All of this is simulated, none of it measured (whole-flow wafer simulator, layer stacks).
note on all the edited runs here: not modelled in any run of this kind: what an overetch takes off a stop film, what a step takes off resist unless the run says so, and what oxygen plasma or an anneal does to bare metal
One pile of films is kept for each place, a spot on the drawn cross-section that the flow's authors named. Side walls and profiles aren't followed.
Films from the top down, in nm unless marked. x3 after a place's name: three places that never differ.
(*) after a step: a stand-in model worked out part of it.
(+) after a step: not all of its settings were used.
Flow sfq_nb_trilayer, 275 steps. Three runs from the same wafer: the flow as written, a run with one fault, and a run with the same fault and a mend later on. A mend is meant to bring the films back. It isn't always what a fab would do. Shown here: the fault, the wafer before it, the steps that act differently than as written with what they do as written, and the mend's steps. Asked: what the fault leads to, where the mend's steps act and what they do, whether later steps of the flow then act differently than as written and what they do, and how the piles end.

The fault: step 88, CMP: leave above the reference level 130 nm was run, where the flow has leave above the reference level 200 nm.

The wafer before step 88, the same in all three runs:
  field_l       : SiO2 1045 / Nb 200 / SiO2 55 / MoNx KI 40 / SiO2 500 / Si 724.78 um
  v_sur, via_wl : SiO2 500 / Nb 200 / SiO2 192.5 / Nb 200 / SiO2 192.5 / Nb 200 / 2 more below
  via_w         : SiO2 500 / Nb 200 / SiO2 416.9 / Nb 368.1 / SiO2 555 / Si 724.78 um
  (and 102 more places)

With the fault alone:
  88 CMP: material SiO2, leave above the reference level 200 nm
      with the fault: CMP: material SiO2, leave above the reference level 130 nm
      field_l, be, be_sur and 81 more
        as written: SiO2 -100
        with the fault: SiO2 -170
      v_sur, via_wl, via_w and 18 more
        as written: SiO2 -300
        with the fault: SiO2 -370
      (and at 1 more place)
  Later steps of the flow that act differently than as written (3 more steps differ only slightly, by at most 2% or 0.5 nm, whichever is larger, and aren't shown):
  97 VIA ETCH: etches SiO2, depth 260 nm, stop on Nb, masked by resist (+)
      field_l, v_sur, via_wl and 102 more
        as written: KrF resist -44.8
        with the fault: KrF resist -33.6
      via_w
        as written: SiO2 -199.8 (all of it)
        with the fault: SiO2 -129.8 (all of it)
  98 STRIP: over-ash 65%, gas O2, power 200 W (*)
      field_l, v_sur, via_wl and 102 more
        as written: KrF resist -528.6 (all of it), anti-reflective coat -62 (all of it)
        with the fault: KrF resist -539.9 (all of it), anti-reflective coat -62 (all of it)
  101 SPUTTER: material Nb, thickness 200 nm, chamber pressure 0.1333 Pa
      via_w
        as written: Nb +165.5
        with the fault: Nb +181
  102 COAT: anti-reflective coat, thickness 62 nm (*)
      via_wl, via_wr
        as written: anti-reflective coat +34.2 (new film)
        with the fault: anti-reflective coat +36.3 (new film)
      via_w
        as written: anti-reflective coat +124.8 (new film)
        with the fault: anti-reflective coat +108.7 (new film)
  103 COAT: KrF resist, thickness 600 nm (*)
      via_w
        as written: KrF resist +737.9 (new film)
        with the fault: KrF resist +679.9 (new film)
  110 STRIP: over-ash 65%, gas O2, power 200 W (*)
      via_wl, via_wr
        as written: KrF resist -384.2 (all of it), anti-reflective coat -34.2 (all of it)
        with the fault: KrF resist -390.8 (all of it), anti-reflective coat -36.3 (all of it)
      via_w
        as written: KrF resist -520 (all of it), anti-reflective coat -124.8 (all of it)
        with the fault: KrF resist -462.1 (all of it), anti-reflective coat -108.7 (all of it)
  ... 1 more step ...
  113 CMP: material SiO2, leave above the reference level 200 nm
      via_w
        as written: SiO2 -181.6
        with the fault: SiO2 -157.1
  At the end the piles differ from the flow's by more than 2% or 0.5 nm, whichever is larger, at field_l, v_sur, via_wl and 103 more.
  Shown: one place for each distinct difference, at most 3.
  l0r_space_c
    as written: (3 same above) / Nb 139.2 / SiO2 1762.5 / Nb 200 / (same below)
    with the fault: (3 same above) / Nb 139.2 / SiO2 1692.5 / Nb 200 / (same below)
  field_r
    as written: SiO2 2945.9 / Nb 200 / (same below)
    with the fault: SiO2 2875.9 / Nb 200 / (same below)
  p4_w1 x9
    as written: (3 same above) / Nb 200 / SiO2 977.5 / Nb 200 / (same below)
    with the fault: (3 same above) / Nb 200 / SiO2 907.5 / Nb 200 / (same below)

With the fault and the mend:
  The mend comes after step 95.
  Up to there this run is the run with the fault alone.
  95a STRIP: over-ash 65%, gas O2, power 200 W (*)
      field_l, v_sur, via_wl and 102 more
        KrF resist -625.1 (all of it), anti-reflective coat -62 (all of it)
      via_w
        anti-reflective coat -62 (all of it)
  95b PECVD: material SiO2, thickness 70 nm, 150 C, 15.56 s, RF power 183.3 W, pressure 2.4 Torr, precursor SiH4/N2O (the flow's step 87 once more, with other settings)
      field_l, v_sur, via_wl and 103 more
        SiO2 +70
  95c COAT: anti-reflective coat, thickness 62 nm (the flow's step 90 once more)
      field_l, v_sur, via_wl and 103 more
        anti-reflective coat +62 (new film)
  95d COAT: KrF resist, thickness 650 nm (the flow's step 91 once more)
      field_l, v_sur, via_wl and 103 more
        KrF resist +650 (new film)
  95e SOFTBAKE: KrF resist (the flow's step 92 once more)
      changes no film at any place that is followed
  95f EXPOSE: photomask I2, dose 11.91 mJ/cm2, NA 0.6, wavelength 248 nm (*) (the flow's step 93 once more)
      changes no film at any place that is followed
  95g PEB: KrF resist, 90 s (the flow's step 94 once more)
      field_l, v_sur, via_wl and 103 more
        KrF resist -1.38
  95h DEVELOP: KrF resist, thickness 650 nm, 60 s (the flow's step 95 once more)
      field_l, v_sur, via_wl and 102 more
        KrF resist -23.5
      via_w
        KrF resist -648.6 (all of it)
  No later step of the flow acts differently than as written at any place that is followed.
  At the end the piles are the same as the flow's at every place that both follow.
